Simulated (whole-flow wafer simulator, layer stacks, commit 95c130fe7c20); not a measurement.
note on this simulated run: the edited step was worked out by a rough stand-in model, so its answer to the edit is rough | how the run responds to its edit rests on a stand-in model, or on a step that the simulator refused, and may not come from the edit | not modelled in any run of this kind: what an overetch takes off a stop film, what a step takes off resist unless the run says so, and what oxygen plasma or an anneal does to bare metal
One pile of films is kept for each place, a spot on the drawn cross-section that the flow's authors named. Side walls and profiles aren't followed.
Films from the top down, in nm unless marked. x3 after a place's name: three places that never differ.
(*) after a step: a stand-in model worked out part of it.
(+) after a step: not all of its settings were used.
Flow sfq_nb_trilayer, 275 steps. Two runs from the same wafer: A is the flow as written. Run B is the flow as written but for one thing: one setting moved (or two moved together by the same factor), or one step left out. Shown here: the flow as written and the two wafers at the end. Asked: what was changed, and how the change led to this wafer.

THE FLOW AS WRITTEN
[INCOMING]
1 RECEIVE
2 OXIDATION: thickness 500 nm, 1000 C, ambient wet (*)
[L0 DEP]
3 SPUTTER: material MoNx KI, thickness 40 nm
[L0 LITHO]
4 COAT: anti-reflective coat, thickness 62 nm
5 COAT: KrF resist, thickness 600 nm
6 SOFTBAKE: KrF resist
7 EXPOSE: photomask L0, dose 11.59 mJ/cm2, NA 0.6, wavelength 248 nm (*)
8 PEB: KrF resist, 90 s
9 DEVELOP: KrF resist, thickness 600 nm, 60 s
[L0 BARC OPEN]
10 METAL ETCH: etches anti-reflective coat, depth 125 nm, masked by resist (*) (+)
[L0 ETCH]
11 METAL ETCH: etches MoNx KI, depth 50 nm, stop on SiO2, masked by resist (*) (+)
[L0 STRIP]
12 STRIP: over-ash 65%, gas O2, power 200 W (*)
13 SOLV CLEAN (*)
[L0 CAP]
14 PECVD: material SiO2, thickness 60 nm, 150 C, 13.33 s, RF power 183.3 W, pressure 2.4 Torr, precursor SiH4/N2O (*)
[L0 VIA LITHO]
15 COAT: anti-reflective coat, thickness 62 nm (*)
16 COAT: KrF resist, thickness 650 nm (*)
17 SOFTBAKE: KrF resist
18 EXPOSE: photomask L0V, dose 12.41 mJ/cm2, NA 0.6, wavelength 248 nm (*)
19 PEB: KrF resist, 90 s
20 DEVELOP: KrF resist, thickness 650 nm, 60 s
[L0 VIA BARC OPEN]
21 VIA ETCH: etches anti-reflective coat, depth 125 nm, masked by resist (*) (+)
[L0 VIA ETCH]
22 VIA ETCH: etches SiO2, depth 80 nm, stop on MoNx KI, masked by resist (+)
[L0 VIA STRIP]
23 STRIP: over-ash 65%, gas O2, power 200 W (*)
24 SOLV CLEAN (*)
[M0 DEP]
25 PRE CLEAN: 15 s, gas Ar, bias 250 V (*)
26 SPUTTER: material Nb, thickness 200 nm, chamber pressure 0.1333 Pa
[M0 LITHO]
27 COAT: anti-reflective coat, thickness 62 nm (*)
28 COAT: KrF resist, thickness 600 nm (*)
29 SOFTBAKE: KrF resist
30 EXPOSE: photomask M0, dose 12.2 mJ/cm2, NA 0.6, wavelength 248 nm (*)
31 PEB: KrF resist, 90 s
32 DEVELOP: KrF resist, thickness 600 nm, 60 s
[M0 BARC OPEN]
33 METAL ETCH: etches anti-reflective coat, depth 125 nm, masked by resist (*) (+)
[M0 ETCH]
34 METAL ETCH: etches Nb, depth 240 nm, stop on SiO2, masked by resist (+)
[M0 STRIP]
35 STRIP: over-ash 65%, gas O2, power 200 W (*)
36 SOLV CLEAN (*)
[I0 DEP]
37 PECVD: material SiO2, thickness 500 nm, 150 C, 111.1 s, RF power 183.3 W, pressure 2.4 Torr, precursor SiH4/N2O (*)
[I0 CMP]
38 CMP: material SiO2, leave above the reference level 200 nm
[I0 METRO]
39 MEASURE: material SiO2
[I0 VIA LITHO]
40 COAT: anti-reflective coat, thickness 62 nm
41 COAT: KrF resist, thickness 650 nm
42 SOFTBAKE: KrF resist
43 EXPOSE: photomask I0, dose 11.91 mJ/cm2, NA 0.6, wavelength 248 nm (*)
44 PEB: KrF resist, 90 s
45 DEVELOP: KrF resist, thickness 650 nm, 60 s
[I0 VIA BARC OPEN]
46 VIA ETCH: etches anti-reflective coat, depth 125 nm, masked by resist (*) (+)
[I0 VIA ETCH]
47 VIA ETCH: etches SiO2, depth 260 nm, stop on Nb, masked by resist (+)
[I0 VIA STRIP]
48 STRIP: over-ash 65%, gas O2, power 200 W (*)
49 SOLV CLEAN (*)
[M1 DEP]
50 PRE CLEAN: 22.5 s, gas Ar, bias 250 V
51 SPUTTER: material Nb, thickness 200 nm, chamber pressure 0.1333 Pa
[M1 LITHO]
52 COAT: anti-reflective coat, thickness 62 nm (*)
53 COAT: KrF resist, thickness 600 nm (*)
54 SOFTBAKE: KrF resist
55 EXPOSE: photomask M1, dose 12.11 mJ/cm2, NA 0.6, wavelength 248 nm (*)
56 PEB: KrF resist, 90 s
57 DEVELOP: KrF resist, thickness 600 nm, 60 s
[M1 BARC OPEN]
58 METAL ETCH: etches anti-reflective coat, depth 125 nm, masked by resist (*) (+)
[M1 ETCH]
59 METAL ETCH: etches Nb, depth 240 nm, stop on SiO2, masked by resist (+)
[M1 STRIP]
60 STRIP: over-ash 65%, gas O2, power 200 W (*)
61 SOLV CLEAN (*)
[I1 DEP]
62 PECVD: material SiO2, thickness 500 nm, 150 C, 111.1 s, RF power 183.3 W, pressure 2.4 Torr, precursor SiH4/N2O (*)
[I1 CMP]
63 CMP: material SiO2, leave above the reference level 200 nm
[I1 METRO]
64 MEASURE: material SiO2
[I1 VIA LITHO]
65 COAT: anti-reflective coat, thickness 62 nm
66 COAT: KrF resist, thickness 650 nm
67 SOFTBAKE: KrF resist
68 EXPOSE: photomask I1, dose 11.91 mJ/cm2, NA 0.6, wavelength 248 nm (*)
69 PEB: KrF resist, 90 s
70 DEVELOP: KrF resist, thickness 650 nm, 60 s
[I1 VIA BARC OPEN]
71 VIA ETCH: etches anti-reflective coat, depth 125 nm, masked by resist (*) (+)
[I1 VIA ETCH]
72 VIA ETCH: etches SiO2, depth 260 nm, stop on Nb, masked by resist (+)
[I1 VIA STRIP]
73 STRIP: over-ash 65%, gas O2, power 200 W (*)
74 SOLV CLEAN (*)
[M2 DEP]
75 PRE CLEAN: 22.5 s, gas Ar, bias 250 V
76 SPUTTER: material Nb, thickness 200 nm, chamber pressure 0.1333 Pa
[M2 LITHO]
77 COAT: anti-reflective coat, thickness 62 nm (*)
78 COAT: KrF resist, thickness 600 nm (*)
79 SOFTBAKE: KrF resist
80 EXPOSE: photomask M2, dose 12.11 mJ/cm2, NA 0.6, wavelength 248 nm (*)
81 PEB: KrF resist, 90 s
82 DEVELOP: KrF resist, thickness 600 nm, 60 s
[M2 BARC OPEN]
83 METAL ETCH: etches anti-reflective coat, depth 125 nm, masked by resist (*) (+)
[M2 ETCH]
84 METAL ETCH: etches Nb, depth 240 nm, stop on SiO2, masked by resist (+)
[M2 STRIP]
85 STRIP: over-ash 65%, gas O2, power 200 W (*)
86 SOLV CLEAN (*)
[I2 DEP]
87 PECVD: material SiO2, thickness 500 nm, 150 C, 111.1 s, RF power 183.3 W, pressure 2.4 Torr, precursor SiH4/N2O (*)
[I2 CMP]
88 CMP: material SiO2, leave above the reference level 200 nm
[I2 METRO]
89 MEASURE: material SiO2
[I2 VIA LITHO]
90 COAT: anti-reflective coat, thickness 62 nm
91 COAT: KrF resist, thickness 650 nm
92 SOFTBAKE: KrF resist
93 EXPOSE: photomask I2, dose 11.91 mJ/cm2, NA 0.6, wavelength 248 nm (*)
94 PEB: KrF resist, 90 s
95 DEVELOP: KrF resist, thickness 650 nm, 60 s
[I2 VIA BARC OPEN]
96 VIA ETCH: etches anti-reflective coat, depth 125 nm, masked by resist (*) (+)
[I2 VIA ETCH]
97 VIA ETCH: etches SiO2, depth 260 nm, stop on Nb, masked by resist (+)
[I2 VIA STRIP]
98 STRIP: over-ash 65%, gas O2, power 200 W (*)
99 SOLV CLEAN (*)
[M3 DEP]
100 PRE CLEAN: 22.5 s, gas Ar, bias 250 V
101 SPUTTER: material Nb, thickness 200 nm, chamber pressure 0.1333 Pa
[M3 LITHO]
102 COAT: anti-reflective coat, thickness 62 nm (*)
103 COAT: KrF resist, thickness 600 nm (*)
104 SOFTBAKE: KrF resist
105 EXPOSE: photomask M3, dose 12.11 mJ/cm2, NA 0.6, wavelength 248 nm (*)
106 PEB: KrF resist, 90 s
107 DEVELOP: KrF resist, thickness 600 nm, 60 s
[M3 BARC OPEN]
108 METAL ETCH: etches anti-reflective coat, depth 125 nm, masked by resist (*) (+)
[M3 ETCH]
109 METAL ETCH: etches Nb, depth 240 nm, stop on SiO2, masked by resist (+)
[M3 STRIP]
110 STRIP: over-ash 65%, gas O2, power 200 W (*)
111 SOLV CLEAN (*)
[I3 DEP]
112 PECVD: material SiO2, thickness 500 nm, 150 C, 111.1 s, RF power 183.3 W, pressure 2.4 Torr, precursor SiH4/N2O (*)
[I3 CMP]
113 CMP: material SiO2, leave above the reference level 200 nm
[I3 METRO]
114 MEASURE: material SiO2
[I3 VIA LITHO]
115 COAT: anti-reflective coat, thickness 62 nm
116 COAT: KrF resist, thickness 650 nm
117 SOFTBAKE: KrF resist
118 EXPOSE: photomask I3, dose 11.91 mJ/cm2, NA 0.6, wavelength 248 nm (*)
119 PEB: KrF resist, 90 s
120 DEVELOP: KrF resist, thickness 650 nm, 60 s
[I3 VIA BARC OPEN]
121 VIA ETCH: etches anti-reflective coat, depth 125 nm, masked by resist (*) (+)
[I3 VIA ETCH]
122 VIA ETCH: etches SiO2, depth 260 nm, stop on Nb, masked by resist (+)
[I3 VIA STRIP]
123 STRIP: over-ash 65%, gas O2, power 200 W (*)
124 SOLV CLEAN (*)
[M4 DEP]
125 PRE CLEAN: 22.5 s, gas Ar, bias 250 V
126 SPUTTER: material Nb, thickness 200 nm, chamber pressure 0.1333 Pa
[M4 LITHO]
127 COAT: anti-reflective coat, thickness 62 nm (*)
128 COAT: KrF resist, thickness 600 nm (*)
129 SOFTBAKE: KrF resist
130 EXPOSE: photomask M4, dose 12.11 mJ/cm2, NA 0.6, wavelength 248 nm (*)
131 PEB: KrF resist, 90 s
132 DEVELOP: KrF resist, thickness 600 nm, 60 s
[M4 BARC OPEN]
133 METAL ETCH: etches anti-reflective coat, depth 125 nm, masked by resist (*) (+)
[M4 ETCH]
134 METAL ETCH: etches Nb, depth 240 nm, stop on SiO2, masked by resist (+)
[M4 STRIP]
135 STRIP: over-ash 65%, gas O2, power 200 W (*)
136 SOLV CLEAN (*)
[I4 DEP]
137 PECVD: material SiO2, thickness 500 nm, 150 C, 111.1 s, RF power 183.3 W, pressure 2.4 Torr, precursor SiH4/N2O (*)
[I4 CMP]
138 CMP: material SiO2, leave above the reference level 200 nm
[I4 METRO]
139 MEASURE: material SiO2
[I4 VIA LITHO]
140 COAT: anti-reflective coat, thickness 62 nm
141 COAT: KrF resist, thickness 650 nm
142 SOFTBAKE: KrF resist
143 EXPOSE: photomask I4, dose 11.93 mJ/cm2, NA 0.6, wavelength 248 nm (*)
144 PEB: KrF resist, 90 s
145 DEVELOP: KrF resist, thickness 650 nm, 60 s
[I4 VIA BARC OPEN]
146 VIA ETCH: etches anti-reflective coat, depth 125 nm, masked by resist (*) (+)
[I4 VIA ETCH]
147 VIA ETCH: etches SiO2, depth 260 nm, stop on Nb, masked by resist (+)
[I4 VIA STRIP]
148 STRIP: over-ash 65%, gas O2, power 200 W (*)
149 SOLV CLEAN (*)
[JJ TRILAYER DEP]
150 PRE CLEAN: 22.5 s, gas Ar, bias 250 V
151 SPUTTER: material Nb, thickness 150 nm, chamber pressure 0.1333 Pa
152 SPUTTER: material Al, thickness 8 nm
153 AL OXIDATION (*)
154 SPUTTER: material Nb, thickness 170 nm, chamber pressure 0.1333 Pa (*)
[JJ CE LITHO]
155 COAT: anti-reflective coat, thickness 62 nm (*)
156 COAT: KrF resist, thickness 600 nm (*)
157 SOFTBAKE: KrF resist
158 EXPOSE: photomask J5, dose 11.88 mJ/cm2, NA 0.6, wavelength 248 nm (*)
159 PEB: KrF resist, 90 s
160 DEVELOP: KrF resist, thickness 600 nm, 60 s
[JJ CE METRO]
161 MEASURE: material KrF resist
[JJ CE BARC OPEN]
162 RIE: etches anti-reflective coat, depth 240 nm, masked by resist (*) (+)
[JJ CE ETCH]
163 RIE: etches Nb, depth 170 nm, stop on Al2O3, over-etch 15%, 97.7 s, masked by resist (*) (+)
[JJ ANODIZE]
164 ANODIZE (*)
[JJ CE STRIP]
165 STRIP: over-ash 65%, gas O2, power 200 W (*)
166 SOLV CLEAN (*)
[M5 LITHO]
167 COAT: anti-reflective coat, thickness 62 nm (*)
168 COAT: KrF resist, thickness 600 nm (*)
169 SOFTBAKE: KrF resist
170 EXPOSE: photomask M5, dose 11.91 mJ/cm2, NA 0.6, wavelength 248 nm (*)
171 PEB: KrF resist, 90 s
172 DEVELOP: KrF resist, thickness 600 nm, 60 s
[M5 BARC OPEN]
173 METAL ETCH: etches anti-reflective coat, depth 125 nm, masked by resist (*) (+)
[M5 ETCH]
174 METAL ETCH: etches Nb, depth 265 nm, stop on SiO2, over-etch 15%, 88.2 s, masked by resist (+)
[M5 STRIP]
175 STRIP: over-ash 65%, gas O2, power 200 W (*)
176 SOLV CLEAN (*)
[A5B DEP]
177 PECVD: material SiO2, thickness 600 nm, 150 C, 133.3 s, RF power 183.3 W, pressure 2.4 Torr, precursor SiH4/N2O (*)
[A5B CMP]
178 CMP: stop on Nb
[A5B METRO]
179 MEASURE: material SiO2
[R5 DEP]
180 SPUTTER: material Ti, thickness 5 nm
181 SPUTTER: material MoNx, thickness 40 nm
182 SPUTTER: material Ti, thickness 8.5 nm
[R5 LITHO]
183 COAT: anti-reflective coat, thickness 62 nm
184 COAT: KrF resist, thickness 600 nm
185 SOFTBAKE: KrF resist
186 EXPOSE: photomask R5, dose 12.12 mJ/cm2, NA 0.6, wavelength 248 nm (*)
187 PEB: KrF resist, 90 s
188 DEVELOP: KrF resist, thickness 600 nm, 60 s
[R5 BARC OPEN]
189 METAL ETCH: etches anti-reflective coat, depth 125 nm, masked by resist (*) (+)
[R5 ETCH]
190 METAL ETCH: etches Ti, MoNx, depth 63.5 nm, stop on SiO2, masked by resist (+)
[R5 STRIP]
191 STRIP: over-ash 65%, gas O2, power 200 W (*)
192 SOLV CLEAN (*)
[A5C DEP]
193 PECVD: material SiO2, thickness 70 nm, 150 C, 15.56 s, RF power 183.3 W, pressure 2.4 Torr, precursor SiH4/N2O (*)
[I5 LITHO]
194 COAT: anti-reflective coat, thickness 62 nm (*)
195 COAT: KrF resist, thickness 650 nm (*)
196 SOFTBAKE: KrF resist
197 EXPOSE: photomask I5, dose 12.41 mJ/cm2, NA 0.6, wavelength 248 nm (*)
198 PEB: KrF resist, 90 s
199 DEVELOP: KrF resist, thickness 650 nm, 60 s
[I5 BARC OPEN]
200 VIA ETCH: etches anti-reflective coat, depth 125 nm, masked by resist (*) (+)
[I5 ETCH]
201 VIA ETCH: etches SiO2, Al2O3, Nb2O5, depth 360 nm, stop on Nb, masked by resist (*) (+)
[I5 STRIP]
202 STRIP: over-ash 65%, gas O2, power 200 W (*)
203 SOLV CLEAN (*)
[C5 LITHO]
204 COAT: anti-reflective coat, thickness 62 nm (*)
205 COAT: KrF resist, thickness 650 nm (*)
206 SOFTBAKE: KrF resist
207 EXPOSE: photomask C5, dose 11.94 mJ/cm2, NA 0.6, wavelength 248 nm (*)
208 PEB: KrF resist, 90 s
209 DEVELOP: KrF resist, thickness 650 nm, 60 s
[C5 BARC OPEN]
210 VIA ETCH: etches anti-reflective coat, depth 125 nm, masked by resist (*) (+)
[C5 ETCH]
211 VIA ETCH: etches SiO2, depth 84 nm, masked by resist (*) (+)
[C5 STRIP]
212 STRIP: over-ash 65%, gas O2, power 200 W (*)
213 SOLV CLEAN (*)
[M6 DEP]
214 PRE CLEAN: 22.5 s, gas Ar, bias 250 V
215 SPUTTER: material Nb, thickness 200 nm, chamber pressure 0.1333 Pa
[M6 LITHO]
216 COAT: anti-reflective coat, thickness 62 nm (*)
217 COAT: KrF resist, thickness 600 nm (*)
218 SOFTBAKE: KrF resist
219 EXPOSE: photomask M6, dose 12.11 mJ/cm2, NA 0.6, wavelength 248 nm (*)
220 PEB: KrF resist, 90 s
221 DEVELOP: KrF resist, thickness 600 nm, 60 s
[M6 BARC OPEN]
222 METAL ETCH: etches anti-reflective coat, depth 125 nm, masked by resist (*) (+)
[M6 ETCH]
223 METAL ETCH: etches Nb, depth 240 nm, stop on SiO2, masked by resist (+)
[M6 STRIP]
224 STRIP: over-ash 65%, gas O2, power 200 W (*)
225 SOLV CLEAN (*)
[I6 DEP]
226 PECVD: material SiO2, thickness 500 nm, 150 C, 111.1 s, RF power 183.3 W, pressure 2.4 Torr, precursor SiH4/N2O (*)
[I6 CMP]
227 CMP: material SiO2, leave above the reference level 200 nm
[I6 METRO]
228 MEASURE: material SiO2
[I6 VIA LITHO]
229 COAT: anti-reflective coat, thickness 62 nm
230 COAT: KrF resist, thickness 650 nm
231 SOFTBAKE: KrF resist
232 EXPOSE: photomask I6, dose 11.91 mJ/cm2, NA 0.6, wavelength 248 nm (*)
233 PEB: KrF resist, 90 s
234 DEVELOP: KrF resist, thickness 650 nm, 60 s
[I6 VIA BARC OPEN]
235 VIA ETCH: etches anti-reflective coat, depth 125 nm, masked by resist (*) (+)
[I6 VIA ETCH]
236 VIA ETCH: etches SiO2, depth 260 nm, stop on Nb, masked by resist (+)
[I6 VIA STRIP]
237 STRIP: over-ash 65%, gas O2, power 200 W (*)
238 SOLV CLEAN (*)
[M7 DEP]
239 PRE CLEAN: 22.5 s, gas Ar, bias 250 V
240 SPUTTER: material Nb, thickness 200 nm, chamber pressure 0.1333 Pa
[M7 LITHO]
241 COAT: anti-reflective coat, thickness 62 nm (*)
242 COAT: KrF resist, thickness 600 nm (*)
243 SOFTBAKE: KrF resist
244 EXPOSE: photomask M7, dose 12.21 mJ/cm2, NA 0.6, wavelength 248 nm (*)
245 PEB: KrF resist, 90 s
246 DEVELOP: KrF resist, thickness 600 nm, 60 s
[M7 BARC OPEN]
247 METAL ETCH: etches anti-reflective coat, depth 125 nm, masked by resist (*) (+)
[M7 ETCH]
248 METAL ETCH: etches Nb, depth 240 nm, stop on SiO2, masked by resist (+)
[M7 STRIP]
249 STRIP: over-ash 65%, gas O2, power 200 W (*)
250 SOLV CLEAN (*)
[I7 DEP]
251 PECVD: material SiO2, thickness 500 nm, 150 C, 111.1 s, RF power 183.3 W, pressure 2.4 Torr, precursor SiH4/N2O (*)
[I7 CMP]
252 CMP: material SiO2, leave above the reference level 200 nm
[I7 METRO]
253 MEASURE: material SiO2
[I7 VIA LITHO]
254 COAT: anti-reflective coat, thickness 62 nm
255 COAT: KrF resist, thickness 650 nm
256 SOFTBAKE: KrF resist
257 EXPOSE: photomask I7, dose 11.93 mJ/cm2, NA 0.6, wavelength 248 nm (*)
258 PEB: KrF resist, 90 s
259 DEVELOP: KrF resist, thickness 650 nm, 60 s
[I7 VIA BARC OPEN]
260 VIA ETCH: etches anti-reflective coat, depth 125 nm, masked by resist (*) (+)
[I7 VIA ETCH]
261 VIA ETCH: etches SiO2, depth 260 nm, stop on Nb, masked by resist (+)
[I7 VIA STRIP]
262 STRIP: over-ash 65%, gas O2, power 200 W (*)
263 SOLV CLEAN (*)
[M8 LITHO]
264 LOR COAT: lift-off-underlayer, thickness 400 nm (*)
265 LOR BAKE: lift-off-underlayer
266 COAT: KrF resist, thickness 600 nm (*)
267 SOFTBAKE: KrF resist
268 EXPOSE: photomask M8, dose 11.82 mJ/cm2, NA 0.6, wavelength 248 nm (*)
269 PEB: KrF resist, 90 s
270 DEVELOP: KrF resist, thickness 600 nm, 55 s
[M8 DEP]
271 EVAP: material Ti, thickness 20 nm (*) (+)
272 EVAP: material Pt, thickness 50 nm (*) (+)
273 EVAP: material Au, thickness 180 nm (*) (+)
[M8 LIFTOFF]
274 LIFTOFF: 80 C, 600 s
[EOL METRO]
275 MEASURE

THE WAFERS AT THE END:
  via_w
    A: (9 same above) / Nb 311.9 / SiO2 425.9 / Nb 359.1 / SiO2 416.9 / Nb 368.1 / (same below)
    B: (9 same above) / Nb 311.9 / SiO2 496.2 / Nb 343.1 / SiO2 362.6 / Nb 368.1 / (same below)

The cause: step 62, PECVD: thickness 338 nm was run, where the flow has thickness 500 nm; step 62, PECVD: 75 s was run, where the flow has 111.1 s.

How the change led to this, step by step:
  62 PECVD: material SiO2, thickness 500 nm, 150 C, 111.1 s, RF power 183.3 W, pressure 2.4 Torr, precursor SiH4/N2O (*)
      field_l, be, be_sur and 72 more: A SiO2 +500 | B SiO2 +338
      v_sur, via_wl, via_wr and 20 more: A SiO2 +500 (new film) | B SiO2 +338 (new film)
      (and at 8 more places)
  63 CMP: material SiO2, leave above the reference level 200 nm
      field_l, be, be_sur and 72 more: A SiO2 -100 | B nothing
      lsp_m, ln_m6, lsp_r, l0_sur, l0v: A SiO2 -94.9 | B nothing
      (and at 26 more places)
  65 COAT: anti-reflective coat, thickness 62 nm
      m0r_line_l, m0r_line_r, m6r_line_l, m6r_line_r, m7r_line_l, m7r_line_r: A anti-reflective coat +62 (new film) | B anti-reflective coat +63.6 (new film)
      m0r_space_l, m0r_space_r, m6r_space_l, m6r_space_r, m7r_space_l, m7r_space_r: A anti-reflective coat +62 (new film) | B anti-reflective coat +70.8 (new film)
      (and at 56 more places)
  66 COAT: KrF resist, thickness 650 nm
      v_sur: A KrF resist +650 (new film) | B KrF resist +624.8 (new film)
      via_wl: A KrF resist +650 (new film) | B KrF resist +631.5 (new film)
      (and at 14 more places)
  70 DEVELOP: KrF resist, thickness 650 nm, 60 s
      via_v: A KrF resist -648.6 (all of it) | B KrF resist -626.4 (all of it)
  71 VIA ETCH: etches anti-reflective coat, depth 125 nm, masked by resist (*) (+)
      field_l, v_sur, via_wl and 102 more: A KrF resist -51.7 | B KrF resist -47.6
      via_v: A anti-reflective coat -62 (all of it), SiO2 -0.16 | B anti-reflective coat -57.2 (all of it), SiO2 -0.14
  73 STRIP: over-ash 65%, gas O2, power 200 W (*)
      m0r_line_l, m0r_line_r, m6r_line_l, m6r_line_r, m7r_line_l, m7r_line_r: A KrF resist -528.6 (all of it), anti-reflective coat -62 (all of it) | B KrF resist -544.4 (all of it), anti-reflective coat -63.6 (all of it)
      m0r_space_l, m0r_space_r, m6r_space_l, m6r_space_r, m7r_space_l, m7r_space_r: A KrF resist -528.6 (all of it), anti-reflective coat -62 (all of it) | B KrF resist -539.6 (all of it), anti-reflective coat -70.8 (all of it)
      (and at 58 more places)
  76 SPUTTER: material Nb, thickness 200 nm, chamber pressure 0.1333 Pa
      be, lsp_l: A Nb +200 (new film) | B Nb +195.8 (new film)
  77 COAT: anti-reflective coat, thickness 62 nm (*)
      m0r_line_l, m0r_line_r, m6r_line_l, m6r_line_r, m7r_line_l, m7r_line_r, m8r_gap_c: A anti-reflective coat +62 (new film) | B anti-reflective coat +63.4 (new film)
      m0r_space_l, m0r_space_r, m6r_space_l, m6r_space_r, m7r_space_l, m7r_space_r: A anti-reflective coat +62 (new film) | B anti-reflective coat +69.3 (new film)
      (and at 57 more places)
  78 COAT: KrF resist, thickness 600 nm (*)
      m5r_linepad_l, m5r_linepad_r: A KrF resist +600 (new film) | B KrF resist +587 (new film)
      v_sur: A KrF resist +597.7 (new film) | B KrF resist +571.9 (new film)
      (and at 17 more places)
  82 DEVELOP: KrF resist, thickness 600 nm, 60 s
      m5r_linepad_l, m5r_linepad_r: A KrF resist -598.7 (all of it) | B KrF resist -585.8 (all of it)
      be: A KrF resist -591.6 (all of it) | B KrF resist -603.8 (all of it)
      (and at 10 more places)
  83 METAL ETCH: etches anti-reflective coat, depth 125 nm, masked by resist (*) (+)
      v_sur, via_wl, via_w and 19 more: A KrF resist -51.7 | B KrF resist -52.9
      m0r_line_l, m0r_line_r, m6r_line_l, m6r_line_r, m7r_line_l, m7r_line_r, m8r_gap_c: A anti-reflective coat -62 (all of it) | B anti-reflective coat -63.4 (all of it)
      (and at 41 more places)
  84 METAL ETCH: etches Nb, depth 240 nm, stop on SiO2, masked by resist (+)
      be, lsp_l: A Nb -200 (all of it) | B Nb -195.8 (all of it)
  85 STRIP: over-ash 65%, gas O2, power 200 W (*)
      wl_a_sr, wl_b_m5: A KrF resist -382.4 (all of it), anti-reflective coat -62 (all of it) | B KrF resist -375.5 (all of it), anti-reflective coat -60.6 (all of it)
      v_sur: A KrF resist -380 (all of it), anti-reflective coat -61.4 (all of it) | B KrF resist -353.1 (all of it), anti-reflective coat -49.2 (all of it)
      (and at 19 more places)
  88 CMP: material SiO2, leave above the reference level 200 nm
      field_l, be, be_sur and 79 more: A SiO2 -100 | B SiO2 -38
      via_w: A SiO2 -300 | B SiO2 -242
  97 VIA ETCH: etches SiO2, depth 260 nm, stop on Nb, masked by resist (+)
      via_w: A SiO2 -199.8 (all of it) | B SiO2 -257.8 (all of it)
  ... 4 more steps ...
  112 PECVD: material SiO2, thickness 500 nm, 150 C, 111.1 s, RF power 183.3 W, pressure 2.4 Torr, precursor SiH4/N2O (*)
      via_w: A SiO2 +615 (new film) | B SiO2 +685.3 (new film)
